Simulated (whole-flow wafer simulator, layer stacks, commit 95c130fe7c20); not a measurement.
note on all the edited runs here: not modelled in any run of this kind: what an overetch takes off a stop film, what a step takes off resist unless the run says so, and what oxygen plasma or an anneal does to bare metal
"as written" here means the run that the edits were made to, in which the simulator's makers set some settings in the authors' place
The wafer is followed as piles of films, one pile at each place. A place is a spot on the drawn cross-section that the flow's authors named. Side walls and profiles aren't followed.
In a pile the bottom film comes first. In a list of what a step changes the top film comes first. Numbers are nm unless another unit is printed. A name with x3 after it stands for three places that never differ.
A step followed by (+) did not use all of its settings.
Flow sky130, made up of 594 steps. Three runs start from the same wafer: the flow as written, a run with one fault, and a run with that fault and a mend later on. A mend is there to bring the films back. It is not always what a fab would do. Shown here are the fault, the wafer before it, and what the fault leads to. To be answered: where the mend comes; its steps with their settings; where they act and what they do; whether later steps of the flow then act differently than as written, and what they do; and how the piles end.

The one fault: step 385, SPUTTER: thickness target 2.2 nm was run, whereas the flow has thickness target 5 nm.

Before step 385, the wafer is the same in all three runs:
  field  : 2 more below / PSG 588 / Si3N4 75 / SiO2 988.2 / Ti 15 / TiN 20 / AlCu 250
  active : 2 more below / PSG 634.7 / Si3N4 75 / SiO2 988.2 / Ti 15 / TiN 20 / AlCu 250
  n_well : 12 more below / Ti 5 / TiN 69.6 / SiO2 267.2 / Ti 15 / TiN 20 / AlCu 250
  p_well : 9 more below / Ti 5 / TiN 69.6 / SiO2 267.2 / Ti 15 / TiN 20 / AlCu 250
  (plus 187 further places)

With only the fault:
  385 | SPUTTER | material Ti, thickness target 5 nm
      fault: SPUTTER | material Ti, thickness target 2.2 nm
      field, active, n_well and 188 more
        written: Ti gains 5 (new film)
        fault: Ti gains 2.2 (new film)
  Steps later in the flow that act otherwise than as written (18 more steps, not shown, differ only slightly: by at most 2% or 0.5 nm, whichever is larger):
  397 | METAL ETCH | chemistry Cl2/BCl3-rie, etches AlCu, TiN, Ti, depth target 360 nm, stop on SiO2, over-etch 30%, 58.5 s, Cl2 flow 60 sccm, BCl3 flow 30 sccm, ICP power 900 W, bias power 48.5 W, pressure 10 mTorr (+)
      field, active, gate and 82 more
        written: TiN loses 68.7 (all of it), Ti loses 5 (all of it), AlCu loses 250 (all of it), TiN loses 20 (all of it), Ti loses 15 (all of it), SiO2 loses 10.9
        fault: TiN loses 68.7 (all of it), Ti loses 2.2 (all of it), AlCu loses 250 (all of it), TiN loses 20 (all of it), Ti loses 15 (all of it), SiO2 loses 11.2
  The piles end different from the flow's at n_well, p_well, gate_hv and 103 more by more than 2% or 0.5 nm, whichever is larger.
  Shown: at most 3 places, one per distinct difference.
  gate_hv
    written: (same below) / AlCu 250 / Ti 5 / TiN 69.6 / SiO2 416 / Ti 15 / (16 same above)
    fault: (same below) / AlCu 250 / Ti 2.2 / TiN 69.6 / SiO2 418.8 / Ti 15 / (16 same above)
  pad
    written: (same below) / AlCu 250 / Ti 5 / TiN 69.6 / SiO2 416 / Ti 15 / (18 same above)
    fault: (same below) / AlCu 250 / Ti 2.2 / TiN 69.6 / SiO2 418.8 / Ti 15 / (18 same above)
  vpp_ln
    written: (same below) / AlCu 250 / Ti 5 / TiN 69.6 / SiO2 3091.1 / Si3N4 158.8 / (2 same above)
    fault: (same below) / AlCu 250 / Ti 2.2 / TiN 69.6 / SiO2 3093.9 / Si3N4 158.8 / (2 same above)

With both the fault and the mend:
  The mend follows step 385.
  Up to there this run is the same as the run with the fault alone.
  385a | SPUTTER | material Ti, thickness target 2.8 nm (the flow's step 385 again, with other settings)
      field, active, n_well and 188 more
        Ti gains 2.8
  Every later step of the flow that is run acts as written at every place that is followed.
  At every place that both follow, the piles at the end match the flow's.
